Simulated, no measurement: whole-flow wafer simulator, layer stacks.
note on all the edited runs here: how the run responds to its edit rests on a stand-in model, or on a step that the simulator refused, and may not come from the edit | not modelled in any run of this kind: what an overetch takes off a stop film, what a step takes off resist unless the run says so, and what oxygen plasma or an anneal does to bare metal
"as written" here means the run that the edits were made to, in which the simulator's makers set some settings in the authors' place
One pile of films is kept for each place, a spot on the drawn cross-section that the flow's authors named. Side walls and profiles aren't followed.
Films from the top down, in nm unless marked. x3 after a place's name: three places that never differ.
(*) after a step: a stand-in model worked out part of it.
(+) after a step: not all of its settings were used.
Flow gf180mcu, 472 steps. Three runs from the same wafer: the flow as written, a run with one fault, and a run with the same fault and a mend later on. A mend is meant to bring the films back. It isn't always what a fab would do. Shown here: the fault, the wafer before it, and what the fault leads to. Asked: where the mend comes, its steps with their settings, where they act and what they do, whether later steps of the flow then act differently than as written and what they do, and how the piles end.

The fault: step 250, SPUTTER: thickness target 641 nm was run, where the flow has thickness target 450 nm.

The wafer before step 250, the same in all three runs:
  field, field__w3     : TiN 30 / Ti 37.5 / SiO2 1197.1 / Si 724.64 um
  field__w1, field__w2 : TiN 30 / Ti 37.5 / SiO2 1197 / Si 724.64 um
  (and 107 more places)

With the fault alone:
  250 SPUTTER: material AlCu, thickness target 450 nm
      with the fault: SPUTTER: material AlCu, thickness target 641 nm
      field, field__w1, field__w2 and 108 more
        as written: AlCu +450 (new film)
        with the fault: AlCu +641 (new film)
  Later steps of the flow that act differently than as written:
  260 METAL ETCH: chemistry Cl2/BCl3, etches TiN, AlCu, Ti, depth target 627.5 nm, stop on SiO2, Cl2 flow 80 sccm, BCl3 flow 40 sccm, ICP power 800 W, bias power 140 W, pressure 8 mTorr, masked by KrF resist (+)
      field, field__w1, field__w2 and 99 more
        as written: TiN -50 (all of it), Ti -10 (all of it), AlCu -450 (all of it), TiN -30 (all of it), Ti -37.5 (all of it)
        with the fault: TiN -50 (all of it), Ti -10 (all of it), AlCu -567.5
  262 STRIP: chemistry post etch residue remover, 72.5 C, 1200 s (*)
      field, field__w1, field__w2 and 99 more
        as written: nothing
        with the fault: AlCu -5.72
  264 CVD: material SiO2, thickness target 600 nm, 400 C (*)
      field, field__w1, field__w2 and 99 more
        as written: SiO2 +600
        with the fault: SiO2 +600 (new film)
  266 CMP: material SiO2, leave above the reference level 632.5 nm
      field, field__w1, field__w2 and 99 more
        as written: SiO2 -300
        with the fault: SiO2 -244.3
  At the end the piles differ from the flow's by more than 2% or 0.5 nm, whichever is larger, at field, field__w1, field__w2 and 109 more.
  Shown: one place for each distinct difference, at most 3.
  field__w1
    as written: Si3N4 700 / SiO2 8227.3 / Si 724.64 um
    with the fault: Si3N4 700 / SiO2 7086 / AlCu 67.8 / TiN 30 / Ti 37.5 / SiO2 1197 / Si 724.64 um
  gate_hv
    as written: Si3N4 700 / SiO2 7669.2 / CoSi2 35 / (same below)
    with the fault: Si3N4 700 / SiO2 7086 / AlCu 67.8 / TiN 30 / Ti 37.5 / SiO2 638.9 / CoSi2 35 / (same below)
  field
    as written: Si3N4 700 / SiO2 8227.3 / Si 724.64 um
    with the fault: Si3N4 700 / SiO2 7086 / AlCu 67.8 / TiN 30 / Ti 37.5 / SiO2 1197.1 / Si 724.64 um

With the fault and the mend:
  The mend comes after step 259.
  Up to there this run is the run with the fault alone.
  260 METAL ETCH: chemistry Cl2/BCl3, etches TiN, AlCu, Ti, depth target 818.5 nm, stop on SiO2, Cl2 flow 80 sccm, BCl3 flow 40 sccm, ICP power 800 W, bias power 140 W, pressure 8 mTorr, masked by KrF resist (+) (the flow's step 260, which as written has depth target 627.5 nm)
      field, field__w1, field__w2 and 99 more
        TiN -50 (all of it), Ti -10 (all of it), AlCu -641 (all of it), TiN -30 (all of it), Ti -37.5 (all of it)
      field__w8, contact, m1 and 6 more
        KrF resist -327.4
  Later steps of the flow that act differently than as written:
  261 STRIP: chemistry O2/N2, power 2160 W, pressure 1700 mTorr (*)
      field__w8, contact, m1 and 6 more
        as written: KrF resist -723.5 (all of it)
        with the mend: KrF resist -647.1 (all of it)
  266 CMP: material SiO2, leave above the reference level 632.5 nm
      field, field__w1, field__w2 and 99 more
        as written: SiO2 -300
        with the mend: SiO2 -109
  At the end the piles differ from the flow's by more than 2% or 0.5 nm, whichever is larger, at field, field__w1, field__w2 and 109 more.
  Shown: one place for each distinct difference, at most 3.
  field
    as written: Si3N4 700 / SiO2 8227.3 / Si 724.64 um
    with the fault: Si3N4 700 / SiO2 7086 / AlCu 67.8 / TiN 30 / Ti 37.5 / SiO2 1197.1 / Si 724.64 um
    with the mend: Si3N4 700 / SiO2 8418.3 / Si 724.64 um
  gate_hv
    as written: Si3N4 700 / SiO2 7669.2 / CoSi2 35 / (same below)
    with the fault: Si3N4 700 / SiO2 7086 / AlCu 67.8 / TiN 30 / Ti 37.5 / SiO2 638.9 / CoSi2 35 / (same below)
    with the mend: Si3N4 700 / SiO2 7860.2 / CoSi2 35 / (same below)
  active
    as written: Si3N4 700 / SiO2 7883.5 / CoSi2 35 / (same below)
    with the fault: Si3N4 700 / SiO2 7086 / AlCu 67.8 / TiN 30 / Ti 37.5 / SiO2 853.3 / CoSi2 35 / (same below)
    with the mend: Si3N4 700 / SiO2 8074.5 / CoSi2 35 / (same below)
